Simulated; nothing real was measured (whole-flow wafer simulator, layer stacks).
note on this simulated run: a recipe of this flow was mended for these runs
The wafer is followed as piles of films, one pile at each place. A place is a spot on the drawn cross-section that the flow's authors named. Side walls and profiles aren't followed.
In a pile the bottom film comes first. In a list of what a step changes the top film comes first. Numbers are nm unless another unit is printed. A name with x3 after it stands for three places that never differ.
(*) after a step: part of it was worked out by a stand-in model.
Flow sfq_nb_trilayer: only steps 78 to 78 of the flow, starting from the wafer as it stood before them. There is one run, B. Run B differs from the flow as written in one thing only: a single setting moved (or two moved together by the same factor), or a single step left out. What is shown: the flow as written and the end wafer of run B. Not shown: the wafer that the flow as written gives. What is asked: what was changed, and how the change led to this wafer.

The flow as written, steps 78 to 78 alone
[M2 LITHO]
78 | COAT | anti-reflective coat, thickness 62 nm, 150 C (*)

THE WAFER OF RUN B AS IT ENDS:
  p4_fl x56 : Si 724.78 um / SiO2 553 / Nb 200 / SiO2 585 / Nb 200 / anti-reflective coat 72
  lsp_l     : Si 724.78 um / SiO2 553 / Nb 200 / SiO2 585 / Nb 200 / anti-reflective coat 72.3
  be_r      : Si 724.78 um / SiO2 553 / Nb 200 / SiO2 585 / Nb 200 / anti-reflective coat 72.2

What caused this: step 78, COAT: thickness 72 nm was run, whereas the flow has thickness 62 nm.
One can read it off the wafer: p4_fl x56 has anti-reflective coat 72, and step 78 as written asks for 62 nm.

How this came from the change, step by step:
  78 | COAT | anti-reflective coat, thickness 62 nm, 150 C (*)
      p4_fl x56, wl_j_sl x16, l0r_line_l x3, m0r_space_l x2: +72 anti-reflective coat (new film) (it would be, as written: +62 anti-reflective coat (new film))
      lsp_l, ln_m5, lsp_m, ln_m6, lsp_r, l0_sur, l0v: +72.3 anti-reflective coat (new film) (it would be, as written: +62.3 anti-reflective coat (new film))
      (as well as at 22 more places)
